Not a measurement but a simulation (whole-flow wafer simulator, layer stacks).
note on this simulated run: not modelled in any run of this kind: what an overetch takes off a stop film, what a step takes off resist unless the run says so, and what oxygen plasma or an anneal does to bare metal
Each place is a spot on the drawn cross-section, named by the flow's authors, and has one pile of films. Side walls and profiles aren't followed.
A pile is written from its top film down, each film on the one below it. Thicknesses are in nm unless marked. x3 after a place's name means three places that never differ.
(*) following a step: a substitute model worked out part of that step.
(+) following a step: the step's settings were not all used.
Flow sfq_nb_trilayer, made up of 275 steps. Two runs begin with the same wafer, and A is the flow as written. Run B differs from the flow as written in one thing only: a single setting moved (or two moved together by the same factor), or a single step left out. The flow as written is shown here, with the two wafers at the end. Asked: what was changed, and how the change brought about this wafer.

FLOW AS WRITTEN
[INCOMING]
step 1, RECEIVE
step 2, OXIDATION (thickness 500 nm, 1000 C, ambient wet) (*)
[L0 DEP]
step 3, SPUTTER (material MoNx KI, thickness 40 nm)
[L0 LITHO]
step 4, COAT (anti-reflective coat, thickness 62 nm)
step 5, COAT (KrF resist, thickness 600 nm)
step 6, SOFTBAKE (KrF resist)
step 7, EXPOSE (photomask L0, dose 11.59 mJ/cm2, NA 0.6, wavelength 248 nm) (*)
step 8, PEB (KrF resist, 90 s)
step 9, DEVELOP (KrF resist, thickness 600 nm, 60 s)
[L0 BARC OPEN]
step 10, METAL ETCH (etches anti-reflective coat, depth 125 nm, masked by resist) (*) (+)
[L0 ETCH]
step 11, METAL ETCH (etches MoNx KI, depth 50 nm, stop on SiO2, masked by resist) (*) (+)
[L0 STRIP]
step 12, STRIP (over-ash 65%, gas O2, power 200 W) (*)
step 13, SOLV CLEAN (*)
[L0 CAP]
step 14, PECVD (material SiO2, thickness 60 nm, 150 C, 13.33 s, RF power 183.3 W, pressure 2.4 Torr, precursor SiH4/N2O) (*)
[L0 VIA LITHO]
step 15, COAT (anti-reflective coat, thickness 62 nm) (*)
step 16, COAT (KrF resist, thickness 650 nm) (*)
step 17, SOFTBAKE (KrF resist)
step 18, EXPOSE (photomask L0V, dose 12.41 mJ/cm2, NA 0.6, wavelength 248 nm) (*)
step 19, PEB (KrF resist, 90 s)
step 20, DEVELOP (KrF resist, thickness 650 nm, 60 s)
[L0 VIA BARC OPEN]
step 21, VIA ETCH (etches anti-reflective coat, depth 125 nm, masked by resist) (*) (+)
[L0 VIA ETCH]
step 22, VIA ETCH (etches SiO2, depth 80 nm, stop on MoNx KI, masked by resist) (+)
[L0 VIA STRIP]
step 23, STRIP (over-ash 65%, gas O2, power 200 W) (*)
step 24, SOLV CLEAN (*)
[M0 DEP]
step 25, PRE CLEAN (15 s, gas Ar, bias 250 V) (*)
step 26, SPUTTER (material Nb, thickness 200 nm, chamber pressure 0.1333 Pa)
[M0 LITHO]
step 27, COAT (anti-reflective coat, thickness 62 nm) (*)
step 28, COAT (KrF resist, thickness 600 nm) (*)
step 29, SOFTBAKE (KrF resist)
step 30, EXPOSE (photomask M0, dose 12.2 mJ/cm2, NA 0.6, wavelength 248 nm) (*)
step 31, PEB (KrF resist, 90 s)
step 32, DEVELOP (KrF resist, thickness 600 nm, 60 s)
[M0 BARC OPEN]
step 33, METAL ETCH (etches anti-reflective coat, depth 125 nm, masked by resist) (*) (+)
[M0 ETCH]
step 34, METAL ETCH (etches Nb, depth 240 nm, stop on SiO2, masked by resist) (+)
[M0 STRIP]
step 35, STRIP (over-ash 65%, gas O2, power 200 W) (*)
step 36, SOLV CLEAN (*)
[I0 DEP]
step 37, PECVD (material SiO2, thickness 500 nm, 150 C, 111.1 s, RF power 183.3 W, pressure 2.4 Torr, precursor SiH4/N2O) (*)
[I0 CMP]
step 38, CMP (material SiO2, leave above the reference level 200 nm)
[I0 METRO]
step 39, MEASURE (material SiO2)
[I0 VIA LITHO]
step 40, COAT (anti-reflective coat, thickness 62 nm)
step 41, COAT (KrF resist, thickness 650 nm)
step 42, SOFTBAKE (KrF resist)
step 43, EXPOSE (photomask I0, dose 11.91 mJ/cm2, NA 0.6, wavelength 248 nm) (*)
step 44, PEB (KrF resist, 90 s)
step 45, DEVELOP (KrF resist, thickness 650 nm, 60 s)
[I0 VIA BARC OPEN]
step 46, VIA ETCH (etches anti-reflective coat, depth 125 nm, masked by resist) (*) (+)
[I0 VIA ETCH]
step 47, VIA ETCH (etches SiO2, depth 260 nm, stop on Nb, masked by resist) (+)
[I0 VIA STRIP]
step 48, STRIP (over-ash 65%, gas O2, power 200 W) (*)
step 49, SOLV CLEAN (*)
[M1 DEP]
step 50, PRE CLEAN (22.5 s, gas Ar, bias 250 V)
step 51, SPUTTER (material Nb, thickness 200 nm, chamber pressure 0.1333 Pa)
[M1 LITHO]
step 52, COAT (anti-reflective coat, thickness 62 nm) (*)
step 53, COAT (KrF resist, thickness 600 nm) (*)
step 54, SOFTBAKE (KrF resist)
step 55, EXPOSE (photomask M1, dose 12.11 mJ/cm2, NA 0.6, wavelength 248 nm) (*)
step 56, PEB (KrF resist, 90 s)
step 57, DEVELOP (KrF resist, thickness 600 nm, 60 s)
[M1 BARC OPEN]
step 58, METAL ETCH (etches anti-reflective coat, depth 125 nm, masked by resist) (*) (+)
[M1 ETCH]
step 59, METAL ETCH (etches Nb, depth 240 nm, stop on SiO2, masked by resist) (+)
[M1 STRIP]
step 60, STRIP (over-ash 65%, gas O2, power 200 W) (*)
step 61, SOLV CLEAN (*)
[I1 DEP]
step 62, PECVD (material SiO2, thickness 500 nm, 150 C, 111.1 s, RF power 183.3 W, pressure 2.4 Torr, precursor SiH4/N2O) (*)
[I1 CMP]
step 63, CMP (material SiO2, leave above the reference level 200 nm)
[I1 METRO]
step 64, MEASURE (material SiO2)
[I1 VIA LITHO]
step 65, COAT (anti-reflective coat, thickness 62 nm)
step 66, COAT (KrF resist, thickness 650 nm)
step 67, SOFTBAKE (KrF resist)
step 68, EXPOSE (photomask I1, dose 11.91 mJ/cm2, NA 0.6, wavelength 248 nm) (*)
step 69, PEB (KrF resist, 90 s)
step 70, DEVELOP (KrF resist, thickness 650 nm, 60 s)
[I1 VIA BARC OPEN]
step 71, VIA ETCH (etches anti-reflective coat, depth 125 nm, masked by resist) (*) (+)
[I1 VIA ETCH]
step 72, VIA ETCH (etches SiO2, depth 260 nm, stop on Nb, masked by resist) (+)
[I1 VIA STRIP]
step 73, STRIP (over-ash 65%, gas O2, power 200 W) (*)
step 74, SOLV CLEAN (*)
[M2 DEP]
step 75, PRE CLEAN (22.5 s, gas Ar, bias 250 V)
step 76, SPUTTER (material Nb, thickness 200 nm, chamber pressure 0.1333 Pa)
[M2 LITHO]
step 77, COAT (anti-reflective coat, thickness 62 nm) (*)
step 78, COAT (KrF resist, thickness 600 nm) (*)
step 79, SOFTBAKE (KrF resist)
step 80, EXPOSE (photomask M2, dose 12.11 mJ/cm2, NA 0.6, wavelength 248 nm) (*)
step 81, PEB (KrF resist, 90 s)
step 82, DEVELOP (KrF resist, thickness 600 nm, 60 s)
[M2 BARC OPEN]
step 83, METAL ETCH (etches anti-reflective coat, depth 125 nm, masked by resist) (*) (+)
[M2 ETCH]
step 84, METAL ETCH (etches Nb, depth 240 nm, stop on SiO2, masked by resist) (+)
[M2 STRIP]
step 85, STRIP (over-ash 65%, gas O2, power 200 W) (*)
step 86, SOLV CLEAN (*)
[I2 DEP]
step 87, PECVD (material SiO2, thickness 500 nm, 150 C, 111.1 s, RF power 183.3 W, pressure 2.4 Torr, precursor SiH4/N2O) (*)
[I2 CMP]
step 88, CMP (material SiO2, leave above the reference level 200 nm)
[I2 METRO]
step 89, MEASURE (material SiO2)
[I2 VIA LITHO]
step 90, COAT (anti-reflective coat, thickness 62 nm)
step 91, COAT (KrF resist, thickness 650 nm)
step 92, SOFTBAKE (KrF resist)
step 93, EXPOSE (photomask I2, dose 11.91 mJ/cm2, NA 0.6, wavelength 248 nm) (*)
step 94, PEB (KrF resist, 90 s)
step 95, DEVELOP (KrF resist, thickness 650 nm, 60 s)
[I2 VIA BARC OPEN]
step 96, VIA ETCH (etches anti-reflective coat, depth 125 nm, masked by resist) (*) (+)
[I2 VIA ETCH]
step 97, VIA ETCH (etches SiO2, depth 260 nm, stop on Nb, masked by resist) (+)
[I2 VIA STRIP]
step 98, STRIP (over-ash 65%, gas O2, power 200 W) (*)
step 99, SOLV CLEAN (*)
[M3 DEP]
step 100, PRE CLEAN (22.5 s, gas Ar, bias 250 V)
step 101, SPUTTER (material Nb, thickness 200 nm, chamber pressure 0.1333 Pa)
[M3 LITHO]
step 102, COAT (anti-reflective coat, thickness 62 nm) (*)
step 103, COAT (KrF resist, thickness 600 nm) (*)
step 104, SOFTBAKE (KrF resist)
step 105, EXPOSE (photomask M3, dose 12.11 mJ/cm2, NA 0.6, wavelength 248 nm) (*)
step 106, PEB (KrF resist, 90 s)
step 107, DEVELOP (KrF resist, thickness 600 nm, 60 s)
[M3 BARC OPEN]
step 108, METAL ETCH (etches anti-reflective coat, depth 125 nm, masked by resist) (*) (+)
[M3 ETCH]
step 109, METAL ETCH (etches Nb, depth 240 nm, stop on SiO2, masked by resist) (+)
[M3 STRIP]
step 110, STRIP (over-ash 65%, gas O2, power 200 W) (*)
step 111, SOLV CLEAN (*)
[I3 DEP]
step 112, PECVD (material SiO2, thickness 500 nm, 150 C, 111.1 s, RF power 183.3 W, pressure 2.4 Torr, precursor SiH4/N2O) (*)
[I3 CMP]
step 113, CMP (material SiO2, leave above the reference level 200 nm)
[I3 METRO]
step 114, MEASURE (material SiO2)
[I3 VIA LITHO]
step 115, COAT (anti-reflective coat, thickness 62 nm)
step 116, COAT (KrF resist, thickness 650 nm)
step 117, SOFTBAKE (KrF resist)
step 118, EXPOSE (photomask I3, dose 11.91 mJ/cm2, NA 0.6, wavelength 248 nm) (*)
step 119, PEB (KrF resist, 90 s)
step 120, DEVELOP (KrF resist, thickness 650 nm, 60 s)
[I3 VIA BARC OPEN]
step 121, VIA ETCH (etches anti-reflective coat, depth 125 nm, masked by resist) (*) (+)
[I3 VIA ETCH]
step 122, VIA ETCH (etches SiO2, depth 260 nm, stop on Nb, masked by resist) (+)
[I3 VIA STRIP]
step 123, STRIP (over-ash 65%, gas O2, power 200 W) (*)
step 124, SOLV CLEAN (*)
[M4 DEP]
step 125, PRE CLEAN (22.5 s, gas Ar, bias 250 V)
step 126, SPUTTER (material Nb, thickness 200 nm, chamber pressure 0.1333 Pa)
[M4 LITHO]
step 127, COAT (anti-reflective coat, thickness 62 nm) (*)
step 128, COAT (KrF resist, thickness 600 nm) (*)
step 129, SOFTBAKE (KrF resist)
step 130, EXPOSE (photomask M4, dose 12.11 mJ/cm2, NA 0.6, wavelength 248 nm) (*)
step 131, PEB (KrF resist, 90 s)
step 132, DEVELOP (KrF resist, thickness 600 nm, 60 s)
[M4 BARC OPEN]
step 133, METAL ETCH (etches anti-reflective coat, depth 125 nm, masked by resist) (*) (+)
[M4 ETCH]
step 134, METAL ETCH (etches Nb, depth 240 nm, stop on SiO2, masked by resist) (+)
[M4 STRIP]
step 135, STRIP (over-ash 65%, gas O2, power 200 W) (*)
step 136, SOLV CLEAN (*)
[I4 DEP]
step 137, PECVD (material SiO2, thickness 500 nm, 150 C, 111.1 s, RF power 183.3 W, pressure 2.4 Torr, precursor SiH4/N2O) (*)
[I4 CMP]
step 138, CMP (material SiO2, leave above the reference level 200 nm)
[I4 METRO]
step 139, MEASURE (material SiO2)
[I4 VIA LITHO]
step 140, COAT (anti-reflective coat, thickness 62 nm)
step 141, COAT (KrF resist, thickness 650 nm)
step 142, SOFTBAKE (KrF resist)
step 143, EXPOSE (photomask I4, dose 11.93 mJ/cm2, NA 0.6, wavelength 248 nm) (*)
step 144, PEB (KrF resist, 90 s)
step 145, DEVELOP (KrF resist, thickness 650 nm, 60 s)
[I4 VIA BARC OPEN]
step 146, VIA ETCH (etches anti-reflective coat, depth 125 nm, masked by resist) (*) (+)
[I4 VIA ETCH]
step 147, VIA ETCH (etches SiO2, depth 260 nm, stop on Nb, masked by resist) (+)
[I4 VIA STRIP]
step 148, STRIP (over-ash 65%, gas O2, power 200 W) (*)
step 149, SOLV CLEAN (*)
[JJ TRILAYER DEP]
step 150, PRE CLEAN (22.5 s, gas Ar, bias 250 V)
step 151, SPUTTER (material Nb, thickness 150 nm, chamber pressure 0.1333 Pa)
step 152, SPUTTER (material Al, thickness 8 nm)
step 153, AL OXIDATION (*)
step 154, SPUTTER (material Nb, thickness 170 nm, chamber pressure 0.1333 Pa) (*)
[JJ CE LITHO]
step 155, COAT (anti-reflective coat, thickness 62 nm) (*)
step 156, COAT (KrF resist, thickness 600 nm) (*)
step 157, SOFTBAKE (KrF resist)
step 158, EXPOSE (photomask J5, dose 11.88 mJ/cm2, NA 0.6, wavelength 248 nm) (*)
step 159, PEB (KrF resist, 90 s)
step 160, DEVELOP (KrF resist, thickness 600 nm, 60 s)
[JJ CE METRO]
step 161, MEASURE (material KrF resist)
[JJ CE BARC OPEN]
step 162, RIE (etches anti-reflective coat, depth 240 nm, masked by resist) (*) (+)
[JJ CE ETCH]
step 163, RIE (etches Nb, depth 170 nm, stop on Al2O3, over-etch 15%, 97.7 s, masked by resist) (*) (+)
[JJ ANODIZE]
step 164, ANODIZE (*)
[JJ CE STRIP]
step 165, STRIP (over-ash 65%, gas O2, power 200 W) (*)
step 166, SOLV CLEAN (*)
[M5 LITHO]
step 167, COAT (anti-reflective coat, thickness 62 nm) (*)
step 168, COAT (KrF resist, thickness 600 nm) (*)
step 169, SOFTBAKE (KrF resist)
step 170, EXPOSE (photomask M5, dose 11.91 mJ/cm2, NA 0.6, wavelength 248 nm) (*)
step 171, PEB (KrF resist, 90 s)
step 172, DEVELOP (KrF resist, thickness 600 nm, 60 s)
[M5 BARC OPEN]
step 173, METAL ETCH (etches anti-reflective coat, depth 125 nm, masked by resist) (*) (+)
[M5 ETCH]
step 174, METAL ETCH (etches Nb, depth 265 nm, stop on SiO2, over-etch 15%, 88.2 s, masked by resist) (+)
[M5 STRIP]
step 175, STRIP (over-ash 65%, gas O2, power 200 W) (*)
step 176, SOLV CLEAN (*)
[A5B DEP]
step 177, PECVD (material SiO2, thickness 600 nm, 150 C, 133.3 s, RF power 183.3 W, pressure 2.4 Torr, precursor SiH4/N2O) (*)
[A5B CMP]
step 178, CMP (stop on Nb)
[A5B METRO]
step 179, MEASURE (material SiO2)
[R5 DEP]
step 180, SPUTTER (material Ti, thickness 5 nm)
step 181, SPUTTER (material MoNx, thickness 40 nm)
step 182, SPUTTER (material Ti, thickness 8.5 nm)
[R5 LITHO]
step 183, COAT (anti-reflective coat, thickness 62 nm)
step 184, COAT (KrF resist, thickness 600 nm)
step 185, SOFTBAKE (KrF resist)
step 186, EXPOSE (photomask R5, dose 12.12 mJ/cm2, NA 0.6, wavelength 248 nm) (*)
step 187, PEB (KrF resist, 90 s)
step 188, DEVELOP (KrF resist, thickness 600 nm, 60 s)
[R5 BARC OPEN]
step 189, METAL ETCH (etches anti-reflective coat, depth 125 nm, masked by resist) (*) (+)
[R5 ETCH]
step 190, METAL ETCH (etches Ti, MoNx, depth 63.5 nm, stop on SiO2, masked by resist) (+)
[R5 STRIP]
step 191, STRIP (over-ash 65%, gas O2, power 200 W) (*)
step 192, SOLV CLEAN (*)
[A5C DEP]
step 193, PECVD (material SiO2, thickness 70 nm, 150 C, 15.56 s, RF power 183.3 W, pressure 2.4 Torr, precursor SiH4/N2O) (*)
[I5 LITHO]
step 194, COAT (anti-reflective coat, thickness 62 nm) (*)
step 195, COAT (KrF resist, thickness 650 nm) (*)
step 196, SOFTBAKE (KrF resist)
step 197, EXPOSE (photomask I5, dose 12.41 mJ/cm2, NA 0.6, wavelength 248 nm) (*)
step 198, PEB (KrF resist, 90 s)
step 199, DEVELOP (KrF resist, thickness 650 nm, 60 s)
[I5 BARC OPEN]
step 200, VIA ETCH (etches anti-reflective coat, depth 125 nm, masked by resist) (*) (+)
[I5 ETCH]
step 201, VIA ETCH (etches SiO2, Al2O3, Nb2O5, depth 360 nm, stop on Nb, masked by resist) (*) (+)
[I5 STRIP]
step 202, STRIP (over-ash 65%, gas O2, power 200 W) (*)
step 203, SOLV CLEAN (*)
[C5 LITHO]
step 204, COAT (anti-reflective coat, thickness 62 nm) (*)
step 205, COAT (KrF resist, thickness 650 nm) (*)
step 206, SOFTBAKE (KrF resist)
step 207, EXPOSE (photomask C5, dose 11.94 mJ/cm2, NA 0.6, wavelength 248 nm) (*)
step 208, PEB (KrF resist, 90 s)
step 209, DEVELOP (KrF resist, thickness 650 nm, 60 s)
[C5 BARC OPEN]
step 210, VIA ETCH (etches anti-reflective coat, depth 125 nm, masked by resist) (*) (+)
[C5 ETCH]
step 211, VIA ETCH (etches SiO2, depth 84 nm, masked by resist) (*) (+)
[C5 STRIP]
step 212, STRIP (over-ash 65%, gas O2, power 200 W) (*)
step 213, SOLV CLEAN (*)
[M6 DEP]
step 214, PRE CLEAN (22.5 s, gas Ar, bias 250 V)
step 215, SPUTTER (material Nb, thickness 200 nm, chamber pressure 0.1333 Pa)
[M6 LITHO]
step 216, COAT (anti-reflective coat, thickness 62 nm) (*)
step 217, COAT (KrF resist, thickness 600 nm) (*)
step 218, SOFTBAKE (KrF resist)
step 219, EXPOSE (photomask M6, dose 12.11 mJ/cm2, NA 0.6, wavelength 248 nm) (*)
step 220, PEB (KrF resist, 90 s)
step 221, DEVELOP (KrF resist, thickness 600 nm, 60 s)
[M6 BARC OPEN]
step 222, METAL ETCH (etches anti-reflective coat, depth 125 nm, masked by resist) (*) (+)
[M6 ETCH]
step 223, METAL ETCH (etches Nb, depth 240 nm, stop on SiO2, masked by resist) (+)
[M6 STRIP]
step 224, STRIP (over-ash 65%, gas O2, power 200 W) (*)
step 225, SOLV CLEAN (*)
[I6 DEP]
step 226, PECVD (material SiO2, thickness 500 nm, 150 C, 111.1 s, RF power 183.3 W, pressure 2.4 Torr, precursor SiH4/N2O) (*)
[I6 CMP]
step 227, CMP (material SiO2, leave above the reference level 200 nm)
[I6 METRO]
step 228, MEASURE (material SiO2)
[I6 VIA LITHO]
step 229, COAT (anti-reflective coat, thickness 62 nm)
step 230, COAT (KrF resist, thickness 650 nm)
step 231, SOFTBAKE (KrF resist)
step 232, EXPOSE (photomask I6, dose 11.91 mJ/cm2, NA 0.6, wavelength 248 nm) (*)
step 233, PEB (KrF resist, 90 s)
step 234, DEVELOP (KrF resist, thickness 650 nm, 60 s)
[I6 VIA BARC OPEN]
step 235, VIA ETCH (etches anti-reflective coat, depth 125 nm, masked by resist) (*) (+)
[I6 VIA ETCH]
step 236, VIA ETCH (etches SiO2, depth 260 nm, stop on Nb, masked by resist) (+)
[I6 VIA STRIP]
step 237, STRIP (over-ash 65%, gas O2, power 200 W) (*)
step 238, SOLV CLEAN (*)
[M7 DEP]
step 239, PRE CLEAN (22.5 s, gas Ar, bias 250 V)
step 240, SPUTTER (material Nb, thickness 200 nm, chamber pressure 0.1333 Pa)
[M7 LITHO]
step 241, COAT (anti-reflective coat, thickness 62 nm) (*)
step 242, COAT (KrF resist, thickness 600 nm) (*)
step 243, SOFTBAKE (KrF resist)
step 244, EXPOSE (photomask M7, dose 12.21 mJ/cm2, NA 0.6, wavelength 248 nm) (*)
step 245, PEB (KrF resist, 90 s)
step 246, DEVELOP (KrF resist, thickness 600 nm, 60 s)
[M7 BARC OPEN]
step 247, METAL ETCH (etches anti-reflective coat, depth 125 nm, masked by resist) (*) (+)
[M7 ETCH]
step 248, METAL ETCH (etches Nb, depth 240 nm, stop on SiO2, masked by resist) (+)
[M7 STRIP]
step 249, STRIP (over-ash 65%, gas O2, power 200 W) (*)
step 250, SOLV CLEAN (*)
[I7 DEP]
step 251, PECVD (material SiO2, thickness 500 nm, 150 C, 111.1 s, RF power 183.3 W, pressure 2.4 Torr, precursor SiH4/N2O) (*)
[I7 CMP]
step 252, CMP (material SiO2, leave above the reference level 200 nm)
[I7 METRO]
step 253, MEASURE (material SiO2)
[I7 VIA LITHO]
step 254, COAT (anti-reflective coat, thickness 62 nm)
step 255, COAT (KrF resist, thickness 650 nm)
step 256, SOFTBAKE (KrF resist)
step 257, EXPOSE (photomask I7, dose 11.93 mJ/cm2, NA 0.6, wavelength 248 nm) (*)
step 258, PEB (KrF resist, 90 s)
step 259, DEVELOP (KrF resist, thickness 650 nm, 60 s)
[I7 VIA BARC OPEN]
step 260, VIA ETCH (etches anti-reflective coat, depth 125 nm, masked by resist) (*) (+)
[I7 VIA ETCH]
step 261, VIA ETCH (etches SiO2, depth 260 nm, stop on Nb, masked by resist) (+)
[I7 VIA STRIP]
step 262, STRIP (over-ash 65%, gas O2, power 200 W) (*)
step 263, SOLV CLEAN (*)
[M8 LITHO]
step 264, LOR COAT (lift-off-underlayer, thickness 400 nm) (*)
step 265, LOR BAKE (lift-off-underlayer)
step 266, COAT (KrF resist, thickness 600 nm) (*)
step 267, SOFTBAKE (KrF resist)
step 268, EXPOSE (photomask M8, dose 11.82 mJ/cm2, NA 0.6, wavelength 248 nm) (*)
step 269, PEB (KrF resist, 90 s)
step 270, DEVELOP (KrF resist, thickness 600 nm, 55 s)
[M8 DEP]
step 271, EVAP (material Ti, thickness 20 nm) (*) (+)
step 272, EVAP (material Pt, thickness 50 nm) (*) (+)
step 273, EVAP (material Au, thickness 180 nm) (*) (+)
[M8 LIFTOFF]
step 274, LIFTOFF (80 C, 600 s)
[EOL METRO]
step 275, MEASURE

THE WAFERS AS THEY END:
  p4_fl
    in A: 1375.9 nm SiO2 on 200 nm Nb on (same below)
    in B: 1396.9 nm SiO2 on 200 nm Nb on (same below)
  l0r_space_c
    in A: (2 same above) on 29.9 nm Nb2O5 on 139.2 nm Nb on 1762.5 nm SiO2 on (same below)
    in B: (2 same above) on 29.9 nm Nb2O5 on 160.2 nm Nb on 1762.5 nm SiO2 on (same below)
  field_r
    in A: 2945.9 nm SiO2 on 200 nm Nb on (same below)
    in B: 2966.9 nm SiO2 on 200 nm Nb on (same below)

Cause: step 151, SPUTTER: thickness 171 nm was run, though the flow has thickness 150 nm.

The path from the change to this, step by step:
  step 151, SPUTTER (material Nb, thickness 150 nm, chamber pressure 0.1333 Pa)
      field_l, v_sur, via_sp and 100 more: A Nb gains 150 (new film) | B Nb gains 171 (new film)
      via_wl, via_w, via_wr: A Nb gains 130.4 | B Nb gains 148.8
  step 155, COAT (anti-reflective coat, thickness 62 nm) (*)
      via_wl, via_wr: A anti-reflective coat gains 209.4 (new film) | B anti-reflective coat gains 215.4 (new film)
  step 162, RIE (etches anti-reflective coat, depth 240 nm, masked by resist) (*) (+)
      ce_l, c5j, ce_r, wl_jj: A KrF resist loses 209.4 | B KrF resist loses 215.4
      via_wl, via_wr: A anti-reflective coat loses 209.4 (all of it) | B anti-reflective coat loses 215.4 (all of it)
  step 165, STRIP (over-ash 65%, gas O2, power 200 W) (*)
      c5j, ce_r: A KrF resist loses 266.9 (all of it), anti-reflective coat loses 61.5 (all of it) | B KrF resist loses 260.9 (all of it), anti-reflective coat loses 61.5 (all of it)
      ce_l: A KrF resist loses 266.8 (all of it), anti-reflective coat loses 61.4 (all of it) | B KrF resist loses 260.8 (all of it), anti-reflective coat loses 61.4 (all of it)
      (as well as at 1 more place)
  step 174, METAL ETCH (etches Nb, depth 265 nm, stop on SiO2, over-etch 15%, 88.2 s, masked by resist) (+)
      field_l, r_sur, res and 50 more: A Al2O3 loses 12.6 (all of it), Nb2O5 loses 29.9 (all of it), Nb loses 139.2 (all of it), SiO2 loses 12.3 | B Al2O3 loses 12.6 (all of it), Nb2O5 loses 29.9 (all of it), Nb loses 160.2 (all of it), SiO2 loses 10.2
  step 178, CMP (stop on Nb)
      field_l, p4_fl, p4_fm and 39 more: A SiO2 loses 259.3 | B SiO2 loses 240.4
      r_sur, res, r_end, moat, field_r, lsp_l: A SiO2 loses 252.3 | B SiO2 loses 232.7
      (as well as at 5 more places)
